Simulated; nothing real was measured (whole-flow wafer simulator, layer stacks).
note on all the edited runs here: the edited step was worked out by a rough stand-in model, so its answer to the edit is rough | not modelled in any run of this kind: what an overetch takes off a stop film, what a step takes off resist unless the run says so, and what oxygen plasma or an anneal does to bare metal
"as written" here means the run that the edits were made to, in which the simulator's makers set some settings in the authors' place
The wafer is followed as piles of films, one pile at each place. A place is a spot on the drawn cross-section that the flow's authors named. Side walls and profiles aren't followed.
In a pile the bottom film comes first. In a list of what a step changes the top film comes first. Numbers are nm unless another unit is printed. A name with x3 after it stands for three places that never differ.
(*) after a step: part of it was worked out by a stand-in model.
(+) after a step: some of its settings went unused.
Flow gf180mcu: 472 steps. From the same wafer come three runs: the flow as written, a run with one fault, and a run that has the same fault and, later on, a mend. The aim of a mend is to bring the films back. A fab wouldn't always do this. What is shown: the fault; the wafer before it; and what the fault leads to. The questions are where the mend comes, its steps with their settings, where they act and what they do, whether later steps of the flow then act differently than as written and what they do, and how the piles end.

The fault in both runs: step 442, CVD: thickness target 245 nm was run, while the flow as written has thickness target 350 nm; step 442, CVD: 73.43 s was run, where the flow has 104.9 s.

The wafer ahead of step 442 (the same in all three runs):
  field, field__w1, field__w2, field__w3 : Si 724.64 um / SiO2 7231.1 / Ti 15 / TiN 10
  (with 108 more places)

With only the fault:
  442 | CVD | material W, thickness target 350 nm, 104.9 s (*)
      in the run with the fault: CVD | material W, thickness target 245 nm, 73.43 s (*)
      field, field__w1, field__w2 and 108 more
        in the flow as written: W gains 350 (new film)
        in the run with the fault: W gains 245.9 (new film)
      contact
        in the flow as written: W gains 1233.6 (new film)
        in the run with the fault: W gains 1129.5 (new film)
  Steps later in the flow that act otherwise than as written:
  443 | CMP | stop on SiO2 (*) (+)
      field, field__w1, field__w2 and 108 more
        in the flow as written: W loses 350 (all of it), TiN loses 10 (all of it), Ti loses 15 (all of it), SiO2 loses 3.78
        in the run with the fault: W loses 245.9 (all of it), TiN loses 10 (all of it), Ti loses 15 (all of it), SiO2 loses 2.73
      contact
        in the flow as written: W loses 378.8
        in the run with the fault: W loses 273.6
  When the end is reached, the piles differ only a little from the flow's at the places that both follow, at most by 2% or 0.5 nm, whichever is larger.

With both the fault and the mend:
  The mend stands after step 442.
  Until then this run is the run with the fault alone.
  442a | CVD | material W, thickness target 105 nm, 31.47 s (the flow's step 442, run once more with other settings)
      field, field__w1, field__w2 and 109 more
        W gains 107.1
  None of the later steps of the flow differs from how it acts as written, at any place that is followed, by more than 2% or 0.5 nm, whichever is larger.
  When the end is reached, the piles differ only a little from the flow's at the places that both follow, at most by 2% or 0.5 nm, whichever is larger.
